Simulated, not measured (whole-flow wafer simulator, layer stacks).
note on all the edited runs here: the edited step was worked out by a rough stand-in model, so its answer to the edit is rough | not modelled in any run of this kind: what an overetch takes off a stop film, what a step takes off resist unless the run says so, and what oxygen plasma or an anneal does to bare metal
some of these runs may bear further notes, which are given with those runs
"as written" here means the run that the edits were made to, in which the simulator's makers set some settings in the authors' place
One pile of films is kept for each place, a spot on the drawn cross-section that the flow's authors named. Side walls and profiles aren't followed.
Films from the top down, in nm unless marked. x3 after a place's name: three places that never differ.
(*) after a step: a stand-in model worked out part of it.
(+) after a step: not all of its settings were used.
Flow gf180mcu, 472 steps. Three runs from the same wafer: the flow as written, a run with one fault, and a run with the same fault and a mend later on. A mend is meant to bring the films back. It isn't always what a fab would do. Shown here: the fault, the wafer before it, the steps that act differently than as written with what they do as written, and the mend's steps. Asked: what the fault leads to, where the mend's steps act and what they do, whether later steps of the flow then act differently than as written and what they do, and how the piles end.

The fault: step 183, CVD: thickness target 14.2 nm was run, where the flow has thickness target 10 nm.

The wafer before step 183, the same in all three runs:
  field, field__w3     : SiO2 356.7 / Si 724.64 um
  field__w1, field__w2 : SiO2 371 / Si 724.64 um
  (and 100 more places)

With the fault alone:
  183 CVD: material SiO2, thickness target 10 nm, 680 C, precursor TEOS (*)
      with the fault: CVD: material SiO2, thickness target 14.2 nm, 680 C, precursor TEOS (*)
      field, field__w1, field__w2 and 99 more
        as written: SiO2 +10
        with the fault: SiO2 +14.2
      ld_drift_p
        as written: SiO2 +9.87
        with the fault: SiO2 +14
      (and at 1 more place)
  Later steps of the flow that act differently than as written (20 more steps differ only slightly, by at most 2% or 0.5 nm, whichever is larger, and aren't shown):
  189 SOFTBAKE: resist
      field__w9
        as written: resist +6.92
        with the fault: resist -3.09
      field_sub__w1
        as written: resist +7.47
        with the fault: resist +9.73
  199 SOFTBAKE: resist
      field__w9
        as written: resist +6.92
        with the fault: resist -3.09
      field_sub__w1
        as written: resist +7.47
        with the fault: resist +9.73
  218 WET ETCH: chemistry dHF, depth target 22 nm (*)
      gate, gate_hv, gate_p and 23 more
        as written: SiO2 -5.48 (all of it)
        with the fault: SiO2 -9.68 (all of it)
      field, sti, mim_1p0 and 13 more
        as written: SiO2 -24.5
        with the fault: SiO2 -25.1
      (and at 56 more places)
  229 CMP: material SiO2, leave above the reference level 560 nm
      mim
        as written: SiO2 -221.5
        with the fault: SiO2 -226.2
  At the end the piles differ from the flow's by more than 2% or 0.5 nm, whichever is larger, at spacer.
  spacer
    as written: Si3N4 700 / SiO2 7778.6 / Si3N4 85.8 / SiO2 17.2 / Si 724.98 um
    with the fault: Si3N4 700 / SiO2 7774.4 / Si3N4 85.8 / SiO2 21.4 / Si 724.98 um

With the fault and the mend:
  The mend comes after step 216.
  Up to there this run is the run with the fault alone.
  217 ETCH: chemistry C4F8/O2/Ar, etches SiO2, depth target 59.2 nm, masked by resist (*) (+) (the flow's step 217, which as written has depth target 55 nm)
      field, field__w1, field__w2 and 96 more
        SiO2 -59.2
      field__w5, field__w9, field__w13 and 8 more
        resist -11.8
      spacer
        SiO2 -50 (all of it), Si3N4 -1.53
  No later step of the flow acts differently than as written, at any place that is followed, by more than 2% or 0.5 nm, whichever is larger.
  At the end the piles differ from the flow's by more than 2% or 0.5 nm, whichever is larger, at spacer.
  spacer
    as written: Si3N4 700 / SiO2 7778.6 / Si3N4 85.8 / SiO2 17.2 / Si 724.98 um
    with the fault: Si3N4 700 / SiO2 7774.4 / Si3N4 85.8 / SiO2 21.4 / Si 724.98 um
    with the mend: Si3N4 700 / SiO2 7775.1 / Si3N4 85.1 / SiO2 21.4 / Si 724.98 um
